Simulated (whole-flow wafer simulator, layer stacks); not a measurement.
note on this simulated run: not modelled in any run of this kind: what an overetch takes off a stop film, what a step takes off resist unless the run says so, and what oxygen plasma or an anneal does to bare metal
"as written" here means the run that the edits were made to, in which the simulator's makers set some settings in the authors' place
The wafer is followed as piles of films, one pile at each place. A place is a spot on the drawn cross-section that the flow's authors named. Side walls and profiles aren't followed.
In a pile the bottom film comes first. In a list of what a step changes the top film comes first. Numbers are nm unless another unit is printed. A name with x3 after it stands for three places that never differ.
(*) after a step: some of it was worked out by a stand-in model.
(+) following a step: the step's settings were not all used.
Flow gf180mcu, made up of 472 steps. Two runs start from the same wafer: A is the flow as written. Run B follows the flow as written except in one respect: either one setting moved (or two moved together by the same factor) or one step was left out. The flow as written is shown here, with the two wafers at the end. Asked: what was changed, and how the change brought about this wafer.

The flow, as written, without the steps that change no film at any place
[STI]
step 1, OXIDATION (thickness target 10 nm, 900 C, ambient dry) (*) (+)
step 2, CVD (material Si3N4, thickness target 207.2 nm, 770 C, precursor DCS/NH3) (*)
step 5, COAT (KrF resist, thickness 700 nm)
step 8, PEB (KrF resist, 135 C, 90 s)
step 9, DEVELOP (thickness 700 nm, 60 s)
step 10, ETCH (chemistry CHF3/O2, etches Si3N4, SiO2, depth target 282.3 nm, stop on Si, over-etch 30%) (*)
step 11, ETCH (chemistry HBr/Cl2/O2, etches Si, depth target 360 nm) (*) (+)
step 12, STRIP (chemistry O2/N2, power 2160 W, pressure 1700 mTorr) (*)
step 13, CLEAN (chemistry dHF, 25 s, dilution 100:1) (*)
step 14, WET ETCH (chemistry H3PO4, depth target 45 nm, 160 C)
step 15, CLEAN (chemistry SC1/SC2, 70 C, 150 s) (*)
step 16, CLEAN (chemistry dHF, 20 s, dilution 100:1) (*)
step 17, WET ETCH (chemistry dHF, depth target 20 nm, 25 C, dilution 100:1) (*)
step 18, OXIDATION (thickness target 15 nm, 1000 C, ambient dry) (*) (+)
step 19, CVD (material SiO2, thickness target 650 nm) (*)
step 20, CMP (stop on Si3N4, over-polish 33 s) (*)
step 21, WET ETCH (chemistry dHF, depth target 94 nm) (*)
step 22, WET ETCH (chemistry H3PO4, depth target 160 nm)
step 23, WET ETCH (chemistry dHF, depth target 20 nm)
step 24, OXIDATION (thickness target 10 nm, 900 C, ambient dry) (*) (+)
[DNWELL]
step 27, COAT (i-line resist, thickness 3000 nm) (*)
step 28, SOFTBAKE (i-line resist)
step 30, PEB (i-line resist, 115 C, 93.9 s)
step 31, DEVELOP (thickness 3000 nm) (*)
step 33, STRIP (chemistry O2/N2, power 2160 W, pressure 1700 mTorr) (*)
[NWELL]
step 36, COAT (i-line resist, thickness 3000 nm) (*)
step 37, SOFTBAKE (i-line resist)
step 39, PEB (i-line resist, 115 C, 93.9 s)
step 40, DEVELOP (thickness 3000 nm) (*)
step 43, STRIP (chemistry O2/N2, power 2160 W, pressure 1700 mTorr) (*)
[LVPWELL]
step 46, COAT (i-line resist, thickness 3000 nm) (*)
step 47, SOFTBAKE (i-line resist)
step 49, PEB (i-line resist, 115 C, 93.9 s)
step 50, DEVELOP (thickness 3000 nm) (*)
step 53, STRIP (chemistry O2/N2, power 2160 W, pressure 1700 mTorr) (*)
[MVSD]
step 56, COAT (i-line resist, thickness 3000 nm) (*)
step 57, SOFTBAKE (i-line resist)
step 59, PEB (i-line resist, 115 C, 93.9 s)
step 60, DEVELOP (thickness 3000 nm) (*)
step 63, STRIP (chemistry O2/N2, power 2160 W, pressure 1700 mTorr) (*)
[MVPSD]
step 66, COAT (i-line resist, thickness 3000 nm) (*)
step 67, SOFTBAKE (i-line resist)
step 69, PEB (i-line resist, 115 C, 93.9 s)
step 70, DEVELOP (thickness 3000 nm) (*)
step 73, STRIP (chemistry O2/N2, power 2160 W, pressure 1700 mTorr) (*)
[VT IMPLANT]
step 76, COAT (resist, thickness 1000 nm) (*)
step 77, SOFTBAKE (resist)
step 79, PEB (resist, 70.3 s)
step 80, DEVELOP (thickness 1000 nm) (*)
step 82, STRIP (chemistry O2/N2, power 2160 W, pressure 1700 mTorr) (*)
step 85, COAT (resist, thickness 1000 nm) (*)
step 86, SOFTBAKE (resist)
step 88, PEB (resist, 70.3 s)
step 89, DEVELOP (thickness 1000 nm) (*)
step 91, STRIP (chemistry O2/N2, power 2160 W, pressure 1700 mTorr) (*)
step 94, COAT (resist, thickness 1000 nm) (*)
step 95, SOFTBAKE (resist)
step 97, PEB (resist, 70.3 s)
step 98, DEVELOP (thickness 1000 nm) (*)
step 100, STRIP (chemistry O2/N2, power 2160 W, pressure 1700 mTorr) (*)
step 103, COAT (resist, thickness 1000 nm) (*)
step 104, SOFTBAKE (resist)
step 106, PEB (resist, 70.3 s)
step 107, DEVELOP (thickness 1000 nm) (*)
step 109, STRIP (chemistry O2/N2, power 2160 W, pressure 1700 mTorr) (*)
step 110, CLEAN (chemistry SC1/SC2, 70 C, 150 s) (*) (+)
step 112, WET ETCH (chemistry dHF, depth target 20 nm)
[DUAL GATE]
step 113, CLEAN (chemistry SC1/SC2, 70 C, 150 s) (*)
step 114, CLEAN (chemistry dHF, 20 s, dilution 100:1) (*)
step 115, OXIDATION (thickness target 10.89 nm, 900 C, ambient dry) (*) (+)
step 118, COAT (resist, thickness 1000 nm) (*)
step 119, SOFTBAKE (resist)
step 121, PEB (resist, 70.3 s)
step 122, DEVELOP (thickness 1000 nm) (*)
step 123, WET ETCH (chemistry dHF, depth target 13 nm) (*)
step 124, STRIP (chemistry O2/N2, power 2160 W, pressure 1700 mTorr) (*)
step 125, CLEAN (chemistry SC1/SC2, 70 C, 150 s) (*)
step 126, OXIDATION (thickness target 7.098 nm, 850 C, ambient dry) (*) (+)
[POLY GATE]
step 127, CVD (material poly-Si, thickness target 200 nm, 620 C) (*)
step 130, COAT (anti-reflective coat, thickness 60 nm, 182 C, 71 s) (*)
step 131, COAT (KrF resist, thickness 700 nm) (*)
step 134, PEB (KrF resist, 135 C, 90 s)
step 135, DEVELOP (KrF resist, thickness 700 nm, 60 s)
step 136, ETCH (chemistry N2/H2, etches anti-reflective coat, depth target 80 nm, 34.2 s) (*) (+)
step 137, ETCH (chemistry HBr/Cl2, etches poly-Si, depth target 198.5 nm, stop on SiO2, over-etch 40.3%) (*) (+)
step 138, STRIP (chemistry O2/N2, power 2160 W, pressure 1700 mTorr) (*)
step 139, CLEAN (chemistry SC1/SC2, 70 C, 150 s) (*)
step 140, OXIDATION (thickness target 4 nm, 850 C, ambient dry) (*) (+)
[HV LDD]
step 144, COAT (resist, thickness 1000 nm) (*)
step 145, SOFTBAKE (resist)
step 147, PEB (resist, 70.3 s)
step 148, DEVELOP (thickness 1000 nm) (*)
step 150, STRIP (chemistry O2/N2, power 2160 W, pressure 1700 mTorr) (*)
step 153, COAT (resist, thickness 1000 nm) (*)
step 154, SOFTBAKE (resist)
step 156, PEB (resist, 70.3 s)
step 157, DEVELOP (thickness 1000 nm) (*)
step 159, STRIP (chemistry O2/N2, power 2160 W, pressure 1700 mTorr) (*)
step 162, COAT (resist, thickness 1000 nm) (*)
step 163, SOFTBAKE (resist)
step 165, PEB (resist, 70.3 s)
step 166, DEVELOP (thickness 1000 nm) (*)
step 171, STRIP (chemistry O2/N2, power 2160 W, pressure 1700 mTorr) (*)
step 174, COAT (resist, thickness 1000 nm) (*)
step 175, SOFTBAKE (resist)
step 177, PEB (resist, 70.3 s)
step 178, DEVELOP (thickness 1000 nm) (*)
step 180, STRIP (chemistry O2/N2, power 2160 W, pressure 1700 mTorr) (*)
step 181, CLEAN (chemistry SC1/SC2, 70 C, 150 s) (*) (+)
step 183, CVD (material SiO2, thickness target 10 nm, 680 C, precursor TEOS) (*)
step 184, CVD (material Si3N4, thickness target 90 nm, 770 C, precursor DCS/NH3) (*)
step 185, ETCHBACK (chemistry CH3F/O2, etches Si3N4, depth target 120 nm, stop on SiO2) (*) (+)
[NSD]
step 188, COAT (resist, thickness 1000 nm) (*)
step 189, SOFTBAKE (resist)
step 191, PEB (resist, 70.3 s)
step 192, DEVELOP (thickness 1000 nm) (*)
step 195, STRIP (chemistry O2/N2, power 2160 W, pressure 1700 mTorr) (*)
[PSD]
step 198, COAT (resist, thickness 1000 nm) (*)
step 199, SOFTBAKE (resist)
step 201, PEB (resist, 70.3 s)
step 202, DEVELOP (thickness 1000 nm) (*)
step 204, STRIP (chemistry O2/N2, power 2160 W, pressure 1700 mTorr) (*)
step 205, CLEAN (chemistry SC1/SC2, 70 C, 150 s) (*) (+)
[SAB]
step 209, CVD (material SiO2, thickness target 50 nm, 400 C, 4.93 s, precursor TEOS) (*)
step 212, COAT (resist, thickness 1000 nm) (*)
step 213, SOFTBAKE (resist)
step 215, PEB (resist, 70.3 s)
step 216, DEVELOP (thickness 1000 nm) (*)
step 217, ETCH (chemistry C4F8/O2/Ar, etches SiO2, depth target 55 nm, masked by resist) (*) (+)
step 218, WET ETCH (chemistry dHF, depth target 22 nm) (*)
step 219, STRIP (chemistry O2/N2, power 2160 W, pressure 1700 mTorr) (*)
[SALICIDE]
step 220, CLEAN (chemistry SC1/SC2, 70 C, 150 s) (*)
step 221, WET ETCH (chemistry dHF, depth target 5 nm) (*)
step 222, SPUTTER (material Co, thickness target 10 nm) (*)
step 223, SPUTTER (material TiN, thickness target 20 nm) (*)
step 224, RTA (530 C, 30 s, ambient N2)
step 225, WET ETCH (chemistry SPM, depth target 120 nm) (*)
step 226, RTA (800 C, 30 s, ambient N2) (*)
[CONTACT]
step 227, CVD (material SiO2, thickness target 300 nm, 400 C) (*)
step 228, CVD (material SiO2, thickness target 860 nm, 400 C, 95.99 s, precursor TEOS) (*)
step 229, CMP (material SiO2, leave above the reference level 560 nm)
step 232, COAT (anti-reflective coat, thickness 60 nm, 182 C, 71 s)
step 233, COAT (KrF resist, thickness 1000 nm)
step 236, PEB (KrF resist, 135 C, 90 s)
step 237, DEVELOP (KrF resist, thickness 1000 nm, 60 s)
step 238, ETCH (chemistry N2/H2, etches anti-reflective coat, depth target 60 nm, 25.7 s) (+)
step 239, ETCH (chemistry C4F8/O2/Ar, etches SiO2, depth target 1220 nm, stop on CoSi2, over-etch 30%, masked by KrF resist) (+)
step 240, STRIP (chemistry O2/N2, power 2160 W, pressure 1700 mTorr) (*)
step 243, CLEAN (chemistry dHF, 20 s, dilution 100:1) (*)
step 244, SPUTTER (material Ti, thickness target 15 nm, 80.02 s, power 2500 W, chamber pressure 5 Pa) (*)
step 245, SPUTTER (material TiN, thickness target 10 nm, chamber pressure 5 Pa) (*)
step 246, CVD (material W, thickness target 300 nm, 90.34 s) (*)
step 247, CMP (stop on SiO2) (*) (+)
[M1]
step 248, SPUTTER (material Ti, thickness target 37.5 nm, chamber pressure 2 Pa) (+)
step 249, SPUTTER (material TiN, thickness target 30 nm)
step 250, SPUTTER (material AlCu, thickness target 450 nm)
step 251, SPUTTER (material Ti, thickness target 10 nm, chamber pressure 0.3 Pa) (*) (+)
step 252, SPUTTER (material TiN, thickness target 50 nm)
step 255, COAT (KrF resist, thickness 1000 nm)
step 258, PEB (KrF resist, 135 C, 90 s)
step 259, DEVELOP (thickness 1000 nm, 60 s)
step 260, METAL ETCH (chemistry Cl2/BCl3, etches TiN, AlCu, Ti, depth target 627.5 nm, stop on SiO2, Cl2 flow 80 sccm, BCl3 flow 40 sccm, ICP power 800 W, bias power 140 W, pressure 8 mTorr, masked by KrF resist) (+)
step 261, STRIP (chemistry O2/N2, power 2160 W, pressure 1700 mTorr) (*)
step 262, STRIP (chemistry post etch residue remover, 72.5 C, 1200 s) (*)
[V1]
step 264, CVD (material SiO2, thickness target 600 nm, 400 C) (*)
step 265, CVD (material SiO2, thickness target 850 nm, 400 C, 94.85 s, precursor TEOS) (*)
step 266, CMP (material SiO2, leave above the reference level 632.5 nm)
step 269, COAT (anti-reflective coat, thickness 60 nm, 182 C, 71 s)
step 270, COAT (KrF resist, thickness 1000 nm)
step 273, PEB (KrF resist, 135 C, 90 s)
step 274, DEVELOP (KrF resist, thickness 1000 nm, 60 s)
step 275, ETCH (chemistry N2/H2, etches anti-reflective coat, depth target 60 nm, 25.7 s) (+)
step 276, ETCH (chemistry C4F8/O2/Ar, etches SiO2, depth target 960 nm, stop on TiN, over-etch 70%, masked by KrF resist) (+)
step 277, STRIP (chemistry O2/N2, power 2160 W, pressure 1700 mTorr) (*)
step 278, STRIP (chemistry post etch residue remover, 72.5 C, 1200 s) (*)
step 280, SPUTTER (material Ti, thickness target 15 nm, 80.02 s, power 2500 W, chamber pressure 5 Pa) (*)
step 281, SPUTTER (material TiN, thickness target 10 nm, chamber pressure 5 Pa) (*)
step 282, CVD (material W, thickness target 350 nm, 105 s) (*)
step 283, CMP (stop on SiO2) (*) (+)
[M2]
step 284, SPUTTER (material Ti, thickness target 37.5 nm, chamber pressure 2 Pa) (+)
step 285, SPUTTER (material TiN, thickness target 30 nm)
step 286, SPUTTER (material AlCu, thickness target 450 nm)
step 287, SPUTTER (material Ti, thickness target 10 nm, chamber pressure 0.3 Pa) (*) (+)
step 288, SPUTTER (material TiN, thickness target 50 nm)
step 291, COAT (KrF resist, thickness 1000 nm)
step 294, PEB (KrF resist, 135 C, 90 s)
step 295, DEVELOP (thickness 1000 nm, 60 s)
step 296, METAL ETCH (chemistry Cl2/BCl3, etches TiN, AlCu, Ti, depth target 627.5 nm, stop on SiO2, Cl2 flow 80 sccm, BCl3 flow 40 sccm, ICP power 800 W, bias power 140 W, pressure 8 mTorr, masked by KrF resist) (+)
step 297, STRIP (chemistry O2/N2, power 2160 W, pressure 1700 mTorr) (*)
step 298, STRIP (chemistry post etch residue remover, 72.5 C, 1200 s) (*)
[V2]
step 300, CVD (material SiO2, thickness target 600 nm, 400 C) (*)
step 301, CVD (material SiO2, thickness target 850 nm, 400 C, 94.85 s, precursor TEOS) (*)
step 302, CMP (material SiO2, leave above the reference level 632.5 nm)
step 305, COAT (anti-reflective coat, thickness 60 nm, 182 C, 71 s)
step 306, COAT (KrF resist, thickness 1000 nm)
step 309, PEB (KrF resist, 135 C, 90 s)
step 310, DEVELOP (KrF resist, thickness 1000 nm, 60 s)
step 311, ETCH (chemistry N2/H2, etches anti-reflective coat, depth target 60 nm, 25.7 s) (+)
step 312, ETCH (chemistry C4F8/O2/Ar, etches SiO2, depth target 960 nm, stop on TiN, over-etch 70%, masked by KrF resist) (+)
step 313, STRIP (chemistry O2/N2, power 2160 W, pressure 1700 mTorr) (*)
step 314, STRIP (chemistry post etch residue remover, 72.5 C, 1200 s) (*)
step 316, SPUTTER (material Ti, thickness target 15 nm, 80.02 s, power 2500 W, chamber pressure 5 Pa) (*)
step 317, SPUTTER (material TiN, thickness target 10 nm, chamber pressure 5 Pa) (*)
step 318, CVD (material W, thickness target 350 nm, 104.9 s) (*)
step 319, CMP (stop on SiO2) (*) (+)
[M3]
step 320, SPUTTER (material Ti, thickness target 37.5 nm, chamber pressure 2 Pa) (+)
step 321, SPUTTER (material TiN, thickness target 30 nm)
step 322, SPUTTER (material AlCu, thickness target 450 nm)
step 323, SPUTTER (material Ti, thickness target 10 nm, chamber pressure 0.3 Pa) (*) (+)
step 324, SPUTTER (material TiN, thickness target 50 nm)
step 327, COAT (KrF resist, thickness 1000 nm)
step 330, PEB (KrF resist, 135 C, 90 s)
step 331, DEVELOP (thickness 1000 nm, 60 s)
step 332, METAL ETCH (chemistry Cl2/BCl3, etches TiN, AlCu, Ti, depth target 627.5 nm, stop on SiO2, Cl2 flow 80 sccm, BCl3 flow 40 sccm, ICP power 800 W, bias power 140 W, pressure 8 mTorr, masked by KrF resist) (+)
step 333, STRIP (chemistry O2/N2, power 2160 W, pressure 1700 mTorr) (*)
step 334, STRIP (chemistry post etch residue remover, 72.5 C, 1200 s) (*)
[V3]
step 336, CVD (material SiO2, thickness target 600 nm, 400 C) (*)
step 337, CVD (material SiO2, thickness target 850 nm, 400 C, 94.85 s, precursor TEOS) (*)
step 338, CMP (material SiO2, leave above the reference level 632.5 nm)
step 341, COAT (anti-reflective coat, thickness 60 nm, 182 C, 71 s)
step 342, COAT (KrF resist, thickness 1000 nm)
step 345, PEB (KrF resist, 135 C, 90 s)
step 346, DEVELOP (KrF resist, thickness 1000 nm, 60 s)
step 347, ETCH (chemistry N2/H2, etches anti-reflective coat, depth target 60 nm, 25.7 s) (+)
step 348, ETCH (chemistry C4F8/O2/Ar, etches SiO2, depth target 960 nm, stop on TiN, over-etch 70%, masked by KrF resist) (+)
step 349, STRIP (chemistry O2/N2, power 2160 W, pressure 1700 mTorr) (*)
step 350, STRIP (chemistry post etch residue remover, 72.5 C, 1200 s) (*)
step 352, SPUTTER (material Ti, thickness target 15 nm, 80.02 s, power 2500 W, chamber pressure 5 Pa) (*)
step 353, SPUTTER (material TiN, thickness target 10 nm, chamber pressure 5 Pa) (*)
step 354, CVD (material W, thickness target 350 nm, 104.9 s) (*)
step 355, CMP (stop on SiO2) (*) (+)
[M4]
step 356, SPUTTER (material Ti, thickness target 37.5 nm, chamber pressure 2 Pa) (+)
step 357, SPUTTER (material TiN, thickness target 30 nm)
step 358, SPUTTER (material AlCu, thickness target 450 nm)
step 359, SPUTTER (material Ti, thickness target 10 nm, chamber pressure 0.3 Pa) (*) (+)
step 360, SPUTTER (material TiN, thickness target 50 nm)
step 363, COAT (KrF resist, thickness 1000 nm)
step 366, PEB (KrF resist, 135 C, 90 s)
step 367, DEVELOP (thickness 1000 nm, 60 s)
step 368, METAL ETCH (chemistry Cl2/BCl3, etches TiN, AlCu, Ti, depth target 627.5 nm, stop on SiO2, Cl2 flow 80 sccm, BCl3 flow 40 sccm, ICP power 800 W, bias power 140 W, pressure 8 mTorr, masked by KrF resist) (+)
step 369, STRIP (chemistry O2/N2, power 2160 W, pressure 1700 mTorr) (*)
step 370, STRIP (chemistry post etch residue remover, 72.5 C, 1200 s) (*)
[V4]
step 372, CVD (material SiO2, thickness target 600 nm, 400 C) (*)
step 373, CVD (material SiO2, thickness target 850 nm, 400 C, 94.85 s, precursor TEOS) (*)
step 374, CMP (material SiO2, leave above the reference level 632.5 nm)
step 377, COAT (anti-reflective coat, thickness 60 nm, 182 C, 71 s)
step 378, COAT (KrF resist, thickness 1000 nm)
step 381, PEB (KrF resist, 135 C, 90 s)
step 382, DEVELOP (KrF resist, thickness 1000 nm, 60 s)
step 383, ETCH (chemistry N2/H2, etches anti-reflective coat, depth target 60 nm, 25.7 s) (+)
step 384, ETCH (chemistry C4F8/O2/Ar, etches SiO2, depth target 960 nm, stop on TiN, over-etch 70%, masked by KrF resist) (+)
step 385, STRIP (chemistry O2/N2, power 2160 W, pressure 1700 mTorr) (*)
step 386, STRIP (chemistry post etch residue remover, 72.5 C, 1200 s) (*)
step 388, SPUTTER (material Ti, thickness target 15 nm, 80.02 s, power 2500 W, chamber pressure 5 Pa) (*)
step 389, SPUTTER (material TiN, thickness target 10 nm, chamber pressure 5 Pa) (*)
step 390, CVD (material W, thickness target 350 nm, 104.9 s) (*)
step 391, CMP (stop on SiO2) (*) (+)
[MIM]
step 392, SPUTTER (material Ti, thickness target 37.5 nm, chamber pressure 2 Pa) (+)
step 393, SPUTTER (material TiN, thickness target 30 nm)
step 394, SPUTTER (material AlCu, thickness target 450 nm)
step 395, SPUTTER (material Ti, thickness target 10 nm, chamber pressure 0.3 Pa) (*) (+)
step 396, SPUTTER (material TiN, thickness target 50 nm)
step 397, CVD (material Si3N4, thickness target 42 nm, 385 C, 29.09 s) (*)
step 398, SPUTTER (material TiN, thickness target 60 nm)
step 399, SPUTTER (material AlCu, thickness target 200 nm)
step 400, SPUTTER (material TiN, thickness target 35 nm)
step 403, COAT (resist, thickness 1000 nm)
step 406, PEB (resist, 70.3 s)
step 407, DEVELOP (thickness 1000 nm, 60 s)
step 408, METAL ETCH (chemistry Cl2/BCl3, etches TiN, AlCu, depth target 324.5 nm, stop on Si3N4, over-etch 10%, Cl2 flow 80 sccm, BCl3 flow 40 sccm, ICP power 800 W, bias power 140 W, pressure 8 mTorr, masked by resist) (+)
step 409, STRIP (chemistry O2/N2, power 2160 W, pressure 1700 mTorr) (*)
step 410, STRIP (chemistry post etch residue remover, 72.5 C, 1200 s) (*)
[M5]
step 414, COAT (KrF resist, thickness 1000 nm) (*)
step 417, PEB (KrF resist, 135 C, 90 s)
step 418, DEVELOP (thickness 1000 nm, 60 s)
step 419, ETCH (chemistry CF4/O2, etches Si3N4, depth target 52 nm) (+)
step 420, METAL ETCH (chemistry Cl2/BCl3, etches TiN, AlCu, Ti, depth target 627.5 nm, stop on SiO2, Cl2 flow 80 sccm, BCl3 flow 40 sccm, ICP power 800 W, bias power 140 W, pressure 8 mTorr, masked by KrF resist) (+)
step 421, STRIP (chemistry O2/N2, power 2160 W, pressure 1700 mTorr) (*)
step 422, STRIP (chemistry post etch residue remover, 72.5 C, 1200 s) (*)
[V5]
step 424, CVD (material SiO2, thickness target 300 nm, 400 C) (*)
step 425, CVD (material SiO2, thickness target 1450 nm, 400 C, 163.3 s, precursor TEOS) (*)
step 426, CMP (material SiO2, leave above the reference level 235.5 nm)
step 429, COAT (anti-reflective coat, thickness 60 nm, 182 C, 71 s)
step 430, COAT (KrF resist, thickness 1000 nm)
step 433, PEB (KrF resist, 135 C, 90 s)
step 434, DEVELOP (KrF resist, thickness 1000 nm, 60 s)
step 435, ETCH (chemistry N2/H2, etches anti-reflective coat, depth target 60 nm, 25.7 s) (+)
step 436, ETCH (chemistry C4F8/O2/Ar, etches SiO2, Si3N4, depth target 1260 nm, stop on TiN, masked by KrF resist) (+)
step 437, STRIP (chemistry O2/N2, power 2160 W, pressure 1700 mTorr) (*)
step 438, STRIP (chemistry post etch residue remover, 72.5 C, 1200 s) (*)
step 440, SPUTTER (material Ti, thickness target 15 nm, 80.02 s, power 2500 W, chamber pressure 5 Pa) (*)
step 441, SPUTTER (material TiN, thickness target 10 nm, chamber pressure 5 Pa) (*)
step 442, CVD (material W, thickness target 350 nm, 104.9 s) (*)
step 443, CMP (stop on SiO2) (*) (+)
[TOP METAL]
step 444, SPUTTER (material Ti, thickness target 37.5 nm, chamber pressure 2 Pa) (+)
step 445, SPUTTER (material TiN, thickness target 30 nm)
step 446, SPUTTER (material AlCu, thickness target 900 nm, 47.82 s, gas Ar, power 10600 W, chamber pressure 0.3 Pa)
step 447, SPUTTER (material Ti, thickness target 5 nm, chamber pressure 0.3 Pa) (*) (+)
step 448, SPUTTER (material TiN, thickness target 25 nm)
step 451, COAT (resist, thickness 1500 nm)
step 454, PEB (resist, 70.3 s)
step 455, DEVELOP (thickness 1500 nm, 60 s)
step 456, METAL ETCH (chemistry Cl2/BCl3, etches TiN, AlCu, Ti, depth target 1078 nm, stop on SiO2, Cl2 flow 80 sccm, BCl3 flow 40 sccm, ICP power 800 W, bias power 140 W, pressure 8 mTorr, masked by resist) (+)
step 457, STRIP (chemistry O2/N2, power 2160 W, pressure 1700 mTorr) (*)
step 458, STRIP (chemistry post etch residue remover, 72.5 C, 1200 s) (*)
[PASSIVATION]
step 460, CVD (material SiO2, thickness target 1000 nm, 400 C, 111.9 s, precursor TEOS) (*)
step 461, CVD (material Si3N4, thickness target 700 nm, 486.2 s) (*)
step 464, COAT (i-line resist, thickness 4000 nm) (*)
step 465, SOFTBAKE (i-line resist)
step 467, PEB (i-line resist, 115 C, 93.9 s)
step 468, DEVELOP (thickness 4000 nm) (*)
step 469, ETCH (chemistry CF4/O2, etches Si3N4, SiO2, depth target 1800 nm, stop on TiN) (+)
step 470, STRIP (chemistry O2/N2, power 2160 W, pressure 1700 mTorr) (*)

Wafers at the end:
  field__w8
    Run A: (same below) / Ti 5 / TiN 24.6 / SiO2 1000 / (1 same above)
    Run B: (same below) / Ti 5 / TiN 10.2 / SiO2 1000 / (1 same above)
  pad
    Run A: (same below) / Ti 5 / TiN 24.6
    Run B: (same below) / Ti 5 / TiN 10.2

The reason: step 448, SPUTTER: thickness target 10.6 nm was run, whereas the flow has thickness target 25 nm.

Step by step, how the change led to this:
  step 448, SPUTTER (material TiN, thickness target 25 nm)
      field, field__w1, field__w2 and 109 more: A TiN gains 25 (new film) | B TiN gains 10.6 (new film)
  step 456, METAL ETCH (chemistry Cl2/BCl3, etches TiN, AlCu, Ti, depth target 1078 nm, stop on SiO2, Cl2 flow 80 sccm, BCl3 flow 40 sccm, ICP power 800 W, bias power 140 W, pressure 8 mTorr, masked by resist) (+)
      field, field__w1, field__w2 and 103 more: A TiN loses 25 (all of it), Ti loses 5 (all of it), AlCu loses 900 (all of it), TiN loses 30 (all of it), Ti loses 37.5 (all of it) | B TiN loses 10.6 (all of it), Ti loses 5 (all of it), AlCu loses 900 (all of it), TiN loses 30 (all of it), Ti loses 37.5 (all of it)
  step 465, SOFTBAKE (i-line resist)
      ld_acc_p, ld_fp_p, ld_drift_p: A i-line resist gains 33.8 | B i-line resist gains 33.1
      field__w11, field__w13: A i-line resist gains 37.6 | B i-line resist gains 36.8
      (and at 46 other places as well)
